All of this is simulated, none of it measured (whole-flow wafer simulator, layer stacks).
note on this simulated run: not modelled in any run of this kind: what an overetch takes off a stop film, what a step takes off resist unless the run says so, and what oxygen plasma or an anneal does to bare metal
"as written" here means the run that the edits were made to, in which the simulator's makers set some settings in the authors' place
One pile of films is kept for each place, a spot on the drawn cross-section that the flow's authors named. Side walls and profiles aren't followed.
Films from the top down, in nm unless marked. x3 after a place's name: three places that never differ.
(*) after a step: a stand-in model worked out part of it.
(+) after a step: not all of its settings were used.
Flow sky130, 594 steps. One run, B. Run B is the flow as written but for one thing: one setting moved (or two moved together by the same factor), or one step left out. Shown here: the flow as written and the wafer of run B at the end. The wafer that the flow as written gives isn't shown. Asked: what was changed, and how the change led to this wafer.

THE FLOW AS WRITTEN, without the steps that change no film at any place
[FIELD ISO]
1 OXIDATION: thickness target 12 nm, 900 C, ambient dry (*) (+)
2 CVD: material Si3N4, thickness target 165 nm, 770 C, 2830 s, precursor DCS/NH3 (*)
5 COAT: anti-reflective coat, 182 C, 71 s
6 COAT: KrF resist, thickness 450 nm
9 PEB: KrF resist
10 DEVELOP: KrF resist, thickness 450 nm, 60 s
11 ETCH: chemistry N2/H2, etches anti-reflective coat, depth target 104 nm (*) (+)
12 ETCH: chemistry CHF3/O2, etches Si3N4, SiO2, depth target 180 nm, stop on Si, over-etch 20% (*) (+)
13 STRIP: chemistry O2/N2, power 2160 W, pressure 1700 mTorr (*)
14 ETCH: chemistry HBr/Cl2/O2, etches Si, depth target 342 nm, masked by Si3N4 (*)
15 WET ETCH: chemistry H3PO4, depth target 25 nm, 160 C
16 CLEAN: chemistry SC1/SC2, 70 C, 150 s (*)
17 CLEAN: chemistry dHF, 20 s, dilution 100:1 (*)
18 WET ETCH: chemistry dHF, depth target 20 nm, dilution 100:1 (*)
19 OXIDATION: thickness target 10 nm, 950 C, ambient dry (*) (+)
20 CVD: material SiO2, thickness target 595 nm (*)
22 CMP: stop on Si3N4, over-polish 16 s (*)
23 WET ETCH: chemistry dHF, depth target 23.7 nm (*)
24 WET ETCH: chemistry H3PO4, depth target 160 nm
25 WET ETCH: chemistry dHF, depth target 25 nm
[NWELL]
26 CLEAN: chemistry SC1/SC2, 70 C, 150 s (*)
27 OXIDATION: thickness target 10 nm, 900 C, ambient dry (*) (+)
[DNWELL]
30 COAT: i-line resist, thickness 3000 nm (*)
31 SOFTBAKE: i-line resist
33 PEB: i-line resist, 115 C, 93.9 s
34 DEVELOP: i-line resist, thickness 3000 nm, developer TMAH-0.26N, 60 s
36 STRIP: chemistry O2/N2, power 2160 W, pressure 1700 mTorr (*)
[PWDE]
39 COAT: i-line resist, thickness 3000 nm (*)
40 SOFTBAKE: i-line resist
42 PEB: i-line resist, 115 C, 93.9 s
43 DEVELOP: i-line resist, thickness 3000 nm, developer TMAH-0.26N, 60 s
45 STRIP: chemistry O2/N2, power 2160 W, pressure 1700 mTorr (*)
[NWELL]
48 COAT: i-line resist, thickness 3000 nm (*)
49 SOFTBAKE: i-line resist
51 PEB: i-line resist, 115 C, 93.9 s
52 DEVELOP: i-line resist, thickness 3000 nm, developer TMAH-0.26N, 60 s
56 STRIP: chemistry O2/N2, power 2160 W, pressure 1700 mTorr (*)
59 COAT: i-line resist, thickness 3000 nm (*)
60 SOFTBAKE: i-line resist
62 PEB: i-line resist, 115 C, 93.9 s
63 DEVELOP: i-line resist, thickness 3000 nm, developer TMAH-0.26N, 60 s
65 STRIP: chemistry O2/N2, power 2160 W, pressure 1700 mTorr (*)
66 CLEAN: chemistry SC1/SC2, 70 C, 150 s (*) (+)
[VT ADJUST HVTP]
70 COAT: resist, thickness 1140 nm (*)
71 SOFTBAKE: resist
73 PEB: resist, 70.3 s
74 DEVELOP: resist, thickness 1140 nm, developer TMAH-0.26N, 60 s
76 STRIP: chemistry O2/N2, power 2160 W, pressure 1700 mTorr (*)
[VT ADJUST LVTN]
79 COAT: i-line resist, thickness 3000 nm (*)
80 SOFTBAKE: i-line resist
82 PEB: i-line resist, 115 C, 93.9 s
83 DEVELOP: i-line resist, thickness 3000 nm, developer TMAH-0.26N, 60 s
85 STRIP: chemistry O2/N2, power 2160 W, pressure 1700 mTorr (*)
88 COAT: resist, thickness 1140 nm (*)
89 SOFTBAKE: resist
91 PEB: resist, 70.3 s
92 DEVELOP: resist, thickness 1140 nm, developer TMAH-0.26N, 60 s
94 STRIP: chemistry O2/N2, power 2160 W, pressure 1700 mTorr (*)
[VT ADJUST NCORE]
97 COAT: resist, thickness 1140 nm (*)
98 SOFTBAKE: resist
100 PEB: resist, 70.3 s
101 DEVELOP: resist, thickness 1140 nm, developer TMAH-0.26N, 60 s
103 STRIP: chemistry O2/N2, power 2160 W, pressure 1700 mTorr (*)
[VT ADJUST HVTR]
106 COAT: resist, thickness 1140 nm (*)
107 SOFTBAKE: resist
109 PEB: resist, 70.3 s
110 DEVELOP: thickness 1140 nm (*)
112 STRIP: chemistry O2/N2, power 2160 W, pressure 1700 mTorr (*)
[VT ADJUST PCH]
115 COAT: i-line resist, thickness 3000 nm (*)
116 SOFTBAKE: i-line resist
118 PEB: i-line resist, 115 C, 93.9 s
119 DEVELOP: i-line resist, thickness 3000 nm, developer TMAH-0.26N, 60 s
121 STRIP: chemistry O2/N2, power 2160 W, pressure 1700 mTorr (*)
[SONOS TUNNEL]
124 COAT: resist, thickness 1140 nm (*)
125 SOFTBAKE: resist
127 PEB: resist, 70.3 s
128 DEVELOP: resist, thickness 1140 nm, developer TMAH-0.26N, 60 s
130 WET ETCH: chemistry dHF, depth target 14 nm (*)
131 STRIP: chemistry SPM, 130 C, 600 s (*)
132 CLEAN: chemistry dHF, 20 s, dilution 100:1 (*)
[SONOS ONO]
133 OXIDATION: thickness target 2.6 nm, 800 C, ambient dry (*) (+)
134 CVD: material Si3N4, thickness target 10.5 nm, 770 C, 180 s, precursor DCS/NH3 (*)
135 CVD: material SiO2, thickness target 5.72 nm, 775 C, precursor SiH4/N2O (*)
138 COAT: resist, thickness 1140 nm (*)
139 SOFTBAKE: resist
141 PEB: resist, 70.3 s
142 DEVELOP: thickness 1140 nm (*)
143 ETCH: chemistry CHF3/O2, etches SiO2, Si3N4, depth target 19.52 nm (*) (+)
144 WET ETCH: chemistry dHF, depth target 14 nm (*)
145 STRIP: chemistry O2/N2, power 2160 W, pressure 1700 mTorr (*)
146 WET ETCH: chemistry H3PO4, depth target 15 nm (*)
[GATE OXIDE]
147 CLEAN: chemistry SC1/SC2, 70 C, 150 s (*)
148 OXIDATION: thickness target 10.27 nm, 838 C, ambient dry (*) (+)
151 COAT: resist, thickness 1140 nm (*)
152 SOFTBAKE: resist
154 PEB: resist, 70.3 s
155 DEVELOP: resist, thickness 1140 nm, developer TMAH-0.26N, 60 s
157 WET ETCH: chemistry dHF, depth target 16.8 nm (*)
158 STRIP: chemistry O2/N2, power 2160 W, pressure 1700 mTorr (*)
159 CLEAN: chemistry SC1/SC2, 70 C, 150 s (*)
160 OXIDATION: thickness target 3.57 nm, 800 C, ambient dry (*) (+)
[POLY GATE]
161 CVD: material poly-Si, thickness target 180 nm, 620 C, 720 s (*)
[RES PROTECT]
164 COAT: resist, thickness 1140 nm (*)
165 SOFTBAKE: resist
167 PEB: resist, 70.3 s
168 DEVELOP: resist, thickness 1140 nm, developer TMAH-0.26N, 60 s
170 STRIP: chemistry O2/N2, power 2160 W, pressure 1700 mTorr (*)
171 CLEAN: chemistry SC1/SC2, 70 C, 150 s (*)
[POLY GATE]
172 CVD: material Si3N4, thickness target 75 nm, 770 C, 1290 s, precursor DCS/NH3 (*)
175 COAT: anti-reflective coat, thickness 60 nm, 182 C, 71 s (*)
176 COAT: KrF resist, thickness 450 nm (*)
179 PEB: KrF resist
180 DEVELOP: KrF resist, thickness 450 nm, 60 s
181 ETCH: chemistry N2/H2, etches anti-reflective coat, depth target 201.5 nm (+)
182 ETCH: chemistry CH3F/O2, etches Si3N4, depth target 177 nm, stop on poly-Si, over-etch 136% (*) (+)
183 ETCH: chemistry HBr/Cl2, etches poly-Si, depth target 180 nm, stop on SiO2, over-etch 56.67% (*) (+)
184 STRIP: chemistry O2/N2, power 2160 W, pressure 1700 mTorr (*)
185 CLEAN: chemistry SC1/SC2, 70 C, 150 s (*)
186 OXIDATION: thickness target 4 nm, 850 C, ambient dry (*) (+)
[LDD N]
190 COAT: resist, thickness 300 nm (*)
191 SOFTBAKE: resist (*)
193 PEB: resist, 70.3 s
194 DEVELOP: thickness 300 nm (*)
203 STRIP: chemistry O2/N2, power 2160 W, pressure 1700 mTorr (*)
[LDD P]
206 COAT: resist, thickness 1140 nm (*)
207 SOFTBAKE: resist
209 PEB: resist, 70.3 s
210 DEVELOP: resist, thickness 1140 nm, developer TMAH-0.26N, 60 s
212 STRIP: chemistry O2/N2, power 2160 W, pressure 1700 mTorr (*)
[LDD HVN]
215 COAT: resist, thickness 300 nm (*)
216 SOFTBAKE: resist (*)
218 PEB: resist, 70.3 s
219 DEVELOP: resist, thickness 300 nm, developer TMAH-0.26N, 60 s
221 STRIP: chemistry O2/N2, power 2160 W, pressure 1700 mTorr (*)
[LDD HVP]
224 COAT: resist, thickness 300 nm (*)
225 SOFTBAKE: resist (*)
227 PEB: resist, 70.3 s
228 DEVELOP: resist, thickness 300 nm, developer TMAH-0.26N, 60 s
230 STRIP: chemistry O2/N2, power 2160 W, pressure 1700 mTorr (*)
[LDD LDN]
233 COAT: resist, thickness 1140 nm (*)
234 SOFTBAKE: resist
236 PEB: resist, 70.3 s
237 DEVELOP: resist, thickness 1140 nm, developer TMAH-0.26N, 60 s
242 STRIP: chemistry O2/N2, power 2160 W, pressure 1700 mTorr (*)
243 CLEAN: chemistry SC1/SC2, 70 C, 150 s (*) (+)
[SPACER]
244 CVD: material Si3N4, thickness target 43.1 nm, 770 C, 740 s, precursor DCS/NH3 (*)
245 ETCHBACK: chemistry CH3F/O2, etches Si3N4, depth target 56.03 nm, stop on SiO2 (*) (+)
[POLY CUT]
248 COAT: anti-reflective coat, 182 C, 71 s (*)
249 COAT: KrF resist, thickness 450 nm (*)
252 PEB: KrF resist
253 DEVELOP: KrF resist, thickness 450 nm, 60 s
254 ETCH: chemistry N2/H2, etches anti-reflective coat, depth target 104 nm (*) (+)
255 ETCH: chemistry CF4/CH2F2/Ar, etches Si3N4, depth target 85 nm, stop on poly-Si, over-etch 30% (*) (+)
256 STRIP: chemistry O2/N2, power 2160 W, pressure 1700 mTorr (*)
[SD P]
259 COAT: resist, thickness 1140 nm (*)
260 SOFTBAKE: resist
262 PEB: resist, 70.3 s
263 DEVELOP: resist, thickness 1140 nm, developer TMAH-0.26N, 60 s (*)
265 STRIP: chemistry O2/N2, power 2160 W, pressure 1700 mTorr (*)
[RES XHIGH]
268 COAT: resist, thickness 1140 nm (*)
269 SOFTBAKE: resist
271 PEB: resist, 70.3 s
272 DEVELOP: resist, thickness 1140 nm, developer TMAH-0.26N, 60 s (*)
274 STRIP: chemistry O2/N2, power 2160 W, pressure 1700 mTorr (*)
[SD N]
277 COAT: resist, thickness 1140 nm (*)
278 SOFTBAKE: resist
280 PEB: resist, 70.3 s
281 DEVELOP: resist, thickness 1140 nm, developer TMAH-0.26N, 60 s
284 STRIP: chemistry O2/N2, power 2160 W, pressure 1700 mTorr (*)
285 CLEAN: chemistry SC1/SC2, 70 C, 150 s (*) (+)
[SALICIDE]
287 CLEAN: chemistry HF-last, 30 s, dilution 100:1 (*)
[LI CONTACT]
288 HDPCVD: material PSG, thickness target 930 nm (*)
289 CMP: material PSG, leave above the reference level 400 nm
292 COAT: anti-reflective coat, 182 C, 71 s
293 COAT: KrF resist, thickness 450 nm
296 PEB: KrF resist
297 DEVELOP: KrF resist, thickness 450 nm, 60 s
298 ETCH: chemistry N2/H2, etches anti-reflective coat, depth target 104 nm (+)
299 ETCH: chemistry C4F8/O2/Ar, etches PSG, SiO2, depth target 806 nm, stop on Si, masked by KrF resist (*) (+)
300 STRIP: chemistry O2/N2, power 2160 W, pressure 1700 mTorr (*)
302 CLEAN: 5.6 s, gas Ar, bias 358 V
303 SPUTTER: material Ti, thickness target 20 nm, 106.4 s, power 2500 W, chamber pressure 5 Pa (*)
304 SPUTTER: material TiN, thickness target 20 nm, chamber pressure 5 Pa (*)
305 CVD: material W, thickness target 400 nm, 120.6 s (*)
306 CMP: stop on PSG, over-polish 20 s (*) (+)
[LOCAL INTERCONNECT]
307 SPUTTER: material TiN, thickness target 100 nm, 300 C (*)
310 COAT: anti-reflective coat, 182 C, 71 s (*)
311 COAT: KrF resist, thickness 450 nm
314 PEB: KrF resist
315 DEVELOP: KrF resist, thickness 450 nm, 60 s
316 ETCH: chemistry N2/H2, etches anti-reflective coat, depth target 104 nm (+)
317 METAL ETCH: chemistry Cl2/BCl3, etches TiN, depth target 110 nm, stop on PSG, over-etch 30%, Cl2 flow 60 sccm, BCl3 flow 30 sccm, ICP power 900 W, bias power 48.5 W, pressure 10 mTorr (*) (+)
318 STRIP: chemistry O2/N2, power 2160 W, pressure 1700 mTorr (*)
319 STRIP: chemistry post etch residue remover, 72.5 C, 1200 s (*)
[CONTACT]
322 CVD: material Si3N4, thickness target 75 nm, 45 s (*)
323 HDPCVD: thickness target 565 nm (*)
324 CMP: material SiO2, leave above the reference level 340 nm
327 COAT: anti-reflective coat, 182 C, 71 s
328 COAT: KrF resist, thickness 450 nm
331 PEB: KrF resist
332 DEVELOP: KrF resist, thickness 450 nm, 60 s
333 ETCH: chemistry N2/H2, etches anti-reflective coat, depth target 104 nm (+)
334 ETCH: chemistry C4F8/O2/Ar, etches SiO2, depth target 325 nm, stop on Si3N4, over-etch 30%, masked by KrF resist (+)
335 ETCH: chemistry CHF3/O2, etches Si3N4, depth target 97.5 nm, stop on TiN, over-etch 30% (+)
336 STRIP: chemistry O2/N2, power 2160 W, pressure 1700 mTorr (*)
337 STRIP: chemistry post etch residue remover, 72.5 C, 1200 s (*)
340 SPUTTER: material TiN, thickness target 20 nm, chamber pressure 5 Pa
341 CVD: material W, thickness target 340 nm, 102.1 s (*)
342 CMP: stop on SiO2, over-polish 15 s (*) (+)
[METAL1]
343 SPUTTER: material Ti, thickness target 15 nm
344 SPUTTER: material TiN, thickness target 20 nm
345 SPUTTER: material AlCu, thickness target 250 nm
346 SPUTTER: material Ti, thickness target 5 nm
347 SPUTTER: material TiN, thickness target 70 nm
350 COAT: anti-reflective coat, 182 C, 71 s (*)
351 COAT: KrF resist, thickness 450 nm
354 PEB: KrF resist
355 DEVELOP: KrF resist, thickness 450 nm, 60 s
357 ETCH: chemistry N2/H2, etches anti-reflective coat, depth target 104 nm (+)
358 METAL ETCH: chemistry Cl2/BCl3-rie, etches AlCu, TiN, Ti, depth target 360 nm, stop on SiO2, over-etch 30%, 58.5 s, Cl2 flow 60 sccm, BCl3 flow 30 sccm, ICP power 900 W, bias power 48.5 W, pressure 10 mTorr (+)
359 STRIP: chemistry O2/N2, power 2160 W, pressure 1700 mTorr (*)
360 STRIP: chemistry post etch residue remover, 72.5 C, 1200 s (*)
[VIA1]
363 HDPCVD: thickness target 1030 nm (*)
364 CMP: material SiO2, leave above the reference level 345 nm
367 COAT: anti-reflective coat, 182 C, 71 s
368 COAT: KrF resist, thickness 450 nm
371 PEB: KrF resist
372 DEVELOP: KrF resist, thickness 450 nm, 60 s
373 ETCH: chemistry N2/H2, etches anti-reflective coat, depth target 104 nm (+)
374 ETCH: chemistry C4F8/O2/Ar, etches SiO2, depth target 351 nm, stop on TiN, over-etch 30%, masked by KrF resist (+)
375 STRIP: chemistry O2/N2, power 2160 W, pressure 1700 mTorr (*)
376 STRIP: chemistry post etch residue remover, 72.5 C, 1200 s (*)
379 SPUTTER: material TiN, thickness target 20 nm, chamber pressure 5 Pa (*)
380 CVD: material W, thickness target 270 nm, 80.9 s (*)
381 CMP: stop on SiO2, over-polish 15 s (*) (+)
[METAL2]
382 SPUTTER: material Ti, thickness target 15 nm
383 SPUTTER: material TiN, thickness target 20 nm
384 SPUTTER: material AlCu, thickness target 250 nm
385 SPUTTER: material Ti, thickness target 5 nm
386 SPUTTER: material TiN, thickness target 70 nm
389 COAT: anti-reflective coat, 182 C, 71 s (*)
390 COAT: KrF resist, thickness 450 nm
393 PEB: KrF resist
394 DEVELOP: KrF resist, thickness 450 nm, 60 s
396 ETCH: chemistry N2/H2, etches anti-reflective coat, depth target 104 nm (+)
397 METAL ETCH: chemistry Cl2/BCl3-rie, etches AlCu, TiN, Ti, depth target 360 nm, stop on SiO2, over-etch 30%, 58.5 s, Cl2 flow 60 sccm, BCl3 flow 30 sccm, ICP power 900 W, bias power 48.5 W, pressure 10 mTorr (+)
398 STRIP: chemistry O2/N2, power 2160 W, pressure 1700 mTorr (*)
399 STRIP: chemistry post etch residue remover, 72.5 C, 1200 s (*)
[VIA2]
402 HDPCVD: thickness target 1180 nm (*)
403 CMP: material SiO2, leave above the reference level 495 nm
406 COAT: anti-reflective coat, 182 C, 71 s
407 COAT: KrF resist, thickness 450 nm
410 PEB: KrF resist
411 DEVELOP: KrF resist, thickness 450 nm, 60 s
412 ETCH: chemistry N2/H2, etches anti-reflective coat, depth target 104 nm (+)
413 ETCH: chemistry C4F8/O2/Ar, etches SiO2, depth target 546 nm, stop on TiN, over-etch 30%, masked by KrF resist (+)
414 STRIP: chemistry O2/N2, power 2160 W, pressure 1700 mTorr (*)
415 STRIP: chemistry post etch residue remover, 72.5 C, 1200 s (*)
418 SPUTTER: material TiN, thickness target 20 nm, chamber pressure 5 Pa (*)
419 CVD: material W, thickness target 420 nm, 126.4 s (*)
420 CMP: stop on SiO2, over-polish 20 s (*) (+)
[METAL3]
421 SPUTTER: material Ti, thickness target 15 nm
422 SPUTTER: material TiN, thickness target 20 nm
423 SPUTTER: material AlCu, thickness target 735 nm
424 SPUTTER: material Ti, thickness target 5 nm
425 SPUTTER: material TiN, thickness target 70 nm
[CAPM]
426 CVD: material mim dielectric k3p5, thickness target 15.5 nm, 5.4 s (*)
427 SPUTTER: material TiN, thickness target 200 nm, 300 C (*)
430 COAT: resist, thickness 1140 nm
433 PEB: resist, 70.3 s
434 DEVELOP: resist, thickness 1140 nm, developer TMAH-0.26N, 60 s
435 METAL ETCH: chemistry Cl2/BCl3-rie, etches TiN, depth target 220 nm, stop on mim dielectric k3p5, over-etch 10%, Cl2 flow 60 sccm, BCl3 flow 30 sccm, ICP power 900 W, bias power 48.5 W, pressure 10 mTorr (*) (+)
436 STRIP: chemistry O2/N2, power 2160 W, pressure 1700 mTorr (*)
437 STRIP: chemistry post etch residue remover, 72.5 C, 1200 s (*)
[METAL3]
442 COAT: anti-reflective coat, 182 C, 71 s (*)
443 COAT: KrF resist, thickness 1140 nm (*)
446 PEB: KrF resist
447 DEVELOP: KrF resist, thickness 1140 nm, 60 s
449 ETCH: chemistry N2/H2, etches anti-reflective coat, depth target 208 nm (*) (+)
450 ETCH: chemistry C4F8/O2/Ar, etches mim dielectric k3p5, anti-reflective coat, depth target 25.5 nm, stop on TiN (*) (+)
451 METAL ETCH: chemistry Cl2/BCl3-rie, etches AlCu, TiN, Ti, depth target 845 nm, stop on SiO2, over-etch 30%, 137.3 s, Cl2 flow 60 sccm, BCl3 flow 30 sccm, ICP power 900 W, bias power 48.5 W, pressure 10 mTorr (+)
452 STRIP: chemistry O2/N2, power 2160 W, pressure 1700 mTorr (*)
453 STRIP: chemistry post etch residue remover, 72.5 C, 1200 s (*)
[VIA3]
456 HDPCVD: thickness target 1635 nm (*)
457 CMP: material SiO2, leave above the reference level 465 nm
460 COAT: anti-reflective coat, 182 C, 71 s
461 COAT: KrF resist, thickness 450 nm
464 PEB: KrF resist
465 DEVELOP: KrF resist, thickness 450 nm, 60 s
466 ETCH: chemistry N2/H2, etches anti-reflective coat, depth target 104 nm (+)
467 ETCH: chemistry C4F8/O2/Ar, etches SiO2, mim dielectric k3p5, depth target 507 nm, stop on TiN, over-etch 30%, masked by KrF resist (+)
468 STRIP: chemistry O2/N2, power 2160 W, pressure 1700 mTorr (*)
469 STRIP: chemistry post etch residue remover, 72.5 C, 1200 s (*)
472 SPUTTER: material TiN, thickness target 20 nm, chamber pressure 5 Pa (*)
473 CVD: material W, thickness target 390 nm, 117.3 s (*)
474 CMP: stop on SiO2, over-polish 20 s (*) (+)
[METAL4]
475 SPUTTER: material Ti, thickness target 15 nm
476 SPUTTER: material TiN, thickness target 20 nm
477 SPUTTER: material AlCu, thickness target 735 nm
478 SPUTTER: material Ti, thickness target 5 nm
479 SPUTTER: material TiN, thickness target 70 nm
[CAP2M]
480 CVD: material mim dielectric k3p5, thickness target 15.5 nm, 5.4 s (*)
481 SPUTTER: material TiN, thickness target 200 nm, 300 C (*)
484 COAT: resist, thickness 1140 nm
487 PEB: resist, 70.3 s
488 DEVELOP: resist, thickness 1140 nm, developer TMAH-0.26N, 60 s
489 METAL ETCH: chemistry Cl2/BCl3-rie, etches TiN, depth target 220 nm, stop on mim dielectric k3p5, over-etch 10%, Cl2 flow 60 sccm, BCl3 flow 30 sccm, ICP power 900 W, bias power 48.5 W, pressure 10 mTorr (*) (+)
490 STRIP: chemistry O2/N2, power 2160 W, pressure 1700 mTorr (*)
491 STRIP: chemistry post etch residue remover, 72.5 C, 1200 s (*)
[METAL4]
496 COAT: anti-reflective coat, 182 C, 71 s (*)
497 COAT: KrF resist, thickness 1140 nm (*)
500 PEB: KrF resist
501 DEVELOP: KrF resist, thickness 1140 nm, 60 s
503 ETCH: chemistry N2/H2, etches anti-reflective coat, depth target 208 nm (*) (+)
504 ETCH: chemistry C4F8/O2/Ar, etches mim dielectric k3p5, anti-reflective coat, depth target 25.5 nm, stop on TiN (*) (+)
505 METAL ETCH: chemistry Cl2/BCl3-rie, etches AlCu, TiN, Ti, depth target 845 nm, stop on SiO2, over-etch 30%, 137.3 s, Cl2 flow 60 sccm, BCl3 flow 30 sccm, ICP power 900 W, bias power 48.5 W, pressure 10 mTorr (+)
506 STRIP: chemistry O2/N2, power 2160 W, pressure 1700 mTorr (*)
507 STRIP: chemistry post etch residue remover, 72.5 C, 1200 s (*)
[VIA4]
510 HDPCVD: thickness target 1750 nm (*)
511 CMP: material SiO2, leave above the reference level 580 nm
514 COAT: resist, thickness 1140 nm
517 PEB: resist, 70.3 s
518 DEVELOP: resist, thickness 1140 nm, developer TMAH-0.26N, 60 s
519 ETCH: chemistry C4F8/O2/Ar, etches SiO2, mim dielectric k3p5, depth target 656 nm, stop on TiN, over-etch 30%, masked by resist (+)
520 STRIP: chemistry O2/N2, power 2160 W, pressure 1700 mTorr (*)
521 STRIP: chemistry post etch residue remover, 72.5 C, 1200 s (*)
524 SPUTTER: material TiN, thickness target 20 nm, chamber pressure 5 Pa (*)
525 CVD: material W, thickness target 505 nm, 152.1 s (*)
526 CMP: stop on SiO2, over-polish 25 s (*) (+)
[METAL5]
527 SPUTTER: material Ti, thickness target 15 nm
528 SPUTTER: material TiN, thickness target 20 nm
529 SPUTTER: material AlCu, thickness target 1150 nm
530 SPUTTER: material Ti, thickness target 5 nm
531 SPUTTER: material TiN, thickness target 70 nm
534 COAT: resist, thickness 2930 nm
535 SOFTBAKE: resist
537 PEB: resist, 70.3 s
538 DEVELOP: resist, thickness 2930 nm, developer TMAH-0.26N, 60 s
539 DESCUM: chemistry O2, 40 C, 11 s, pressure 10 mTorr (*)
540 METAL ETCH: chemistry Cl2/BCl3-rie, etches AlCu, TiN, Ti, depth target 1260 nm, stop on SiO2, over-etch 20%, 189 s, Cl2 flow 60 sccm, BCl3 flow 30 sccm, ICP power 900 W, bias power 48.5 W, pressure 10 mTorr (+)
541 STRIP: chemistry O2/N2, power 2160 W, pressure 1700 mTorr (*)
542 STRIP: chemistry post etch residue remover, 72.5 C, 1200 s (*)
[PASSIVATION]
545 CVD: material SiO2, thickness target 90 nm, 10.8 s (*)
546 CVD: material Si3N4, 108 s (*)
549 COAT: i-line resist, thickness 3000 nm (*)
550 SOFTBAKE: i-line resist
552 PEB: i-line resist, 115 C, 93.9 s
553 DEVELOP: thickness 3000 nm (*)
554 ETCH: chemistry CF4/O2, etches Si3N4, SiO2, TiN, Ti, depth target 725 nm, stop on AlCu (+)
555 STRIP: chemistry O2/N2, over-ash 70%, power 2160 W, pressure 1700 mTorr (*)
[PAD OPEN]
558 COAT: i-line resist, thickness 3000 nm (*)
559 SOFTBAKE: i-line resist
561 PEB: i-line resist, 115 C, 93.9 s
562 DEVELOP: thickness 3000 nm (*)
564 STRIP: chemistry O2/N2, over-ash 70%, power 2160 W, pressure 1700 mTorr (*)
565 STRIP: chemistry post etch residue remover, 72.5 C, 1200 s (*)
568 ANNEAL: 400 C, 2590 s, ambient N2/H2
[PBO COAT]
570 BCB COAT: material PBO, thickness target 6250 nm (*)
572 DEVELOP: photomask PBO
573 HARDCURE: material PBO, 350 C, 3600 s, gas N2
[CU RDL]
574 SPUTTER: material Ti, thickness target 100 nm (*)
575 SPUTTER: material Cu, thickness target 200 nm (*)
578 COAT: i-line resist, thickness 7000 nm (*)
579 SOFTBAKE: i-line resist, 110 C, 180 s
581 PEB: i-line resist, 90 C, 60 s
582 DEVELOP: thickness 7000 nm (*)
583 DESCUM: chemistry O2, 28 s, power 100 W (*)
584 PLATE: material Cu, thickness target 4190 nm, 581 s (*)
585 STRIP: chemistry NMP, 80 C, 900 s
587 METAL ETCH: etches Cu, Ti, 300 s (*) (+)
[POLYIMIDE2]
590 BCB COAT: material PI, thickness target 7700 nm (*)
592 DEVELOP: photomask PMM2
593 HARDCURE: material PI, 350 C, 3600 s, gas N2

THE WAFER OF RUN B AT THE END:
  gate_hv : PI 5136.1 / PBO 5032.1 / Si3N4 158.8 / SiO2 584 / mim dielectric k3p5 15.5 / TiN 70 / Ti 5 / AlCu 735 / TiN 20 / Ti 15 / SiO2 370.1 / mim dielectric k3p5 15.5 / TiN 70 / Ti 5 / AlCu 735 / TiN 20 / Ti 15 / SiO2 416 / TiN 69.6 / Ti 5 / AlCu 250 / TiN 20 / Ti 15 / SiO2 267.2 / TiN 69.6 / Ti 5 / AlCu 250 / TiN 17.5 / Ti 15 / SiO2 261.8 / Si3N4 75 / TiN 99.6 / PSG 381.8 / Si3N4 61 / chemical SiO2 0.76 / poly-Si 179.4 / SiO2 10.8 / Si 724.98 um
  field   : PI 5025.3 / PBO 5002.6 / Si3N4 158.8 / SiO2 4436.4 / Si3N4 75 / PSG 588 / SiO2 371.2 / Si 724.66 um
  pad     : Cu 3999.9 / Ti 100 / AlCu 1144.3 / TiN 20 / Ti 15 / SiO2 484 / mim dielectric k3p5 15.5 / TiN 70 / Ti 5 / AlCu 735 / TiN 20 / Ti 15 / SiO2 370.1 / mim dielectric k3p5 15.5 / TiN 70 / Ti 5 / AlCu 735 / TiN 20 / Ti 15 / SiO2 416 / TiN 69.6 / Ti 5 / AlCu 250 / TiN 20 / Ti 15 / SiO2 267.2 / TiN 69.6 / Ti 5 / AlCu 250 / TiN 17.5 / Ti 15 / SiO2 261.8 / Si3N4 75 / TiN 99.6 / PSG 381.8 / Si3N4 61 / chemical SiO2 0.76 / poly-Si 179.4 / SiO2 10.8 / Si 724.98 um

The cause: step 344, SPUTTER: thickness target 17.5 nm was run, where the flow has thickness target 20 nm.
It can be read off the wafer: gate_hv has TiN 17.5, and step 344 as written asks for 20 nm.

How the change led to this, step by step:
  344 SPUTTER: material TiN, thickness target 20 nm
      field, active, n_well and 188 more: TiN +17.5 (new film) (as written it would be: TiN +20 (new film))
  358 METAL ETCH: chemistry Cl2/BCl3-rie, etches AlCu, TiN, Ti, depth target 360 nm, stop on SiO2, over-etch 30%, 58.5 s, Cl2 flow 60 sccm, BCl3 flow 30 sccm, ICP power 900 W, bias power 48.5 W, pressure 10 mTorr (+)
      field, active, gate and 81 more: TiN -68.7 (all of it), Ti -5 (all of it), AlCu -250 (all of it), TiN -17.5 (all of it), Ti -15 (all of it), SiO2 -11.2 (as written it would be: TiN -68.7 (all of it), Ti -5 (all of it), AlCu -250 (all of it), TiN -20 (all of it), Ti -15 (all of it), SiO2 -10.9)
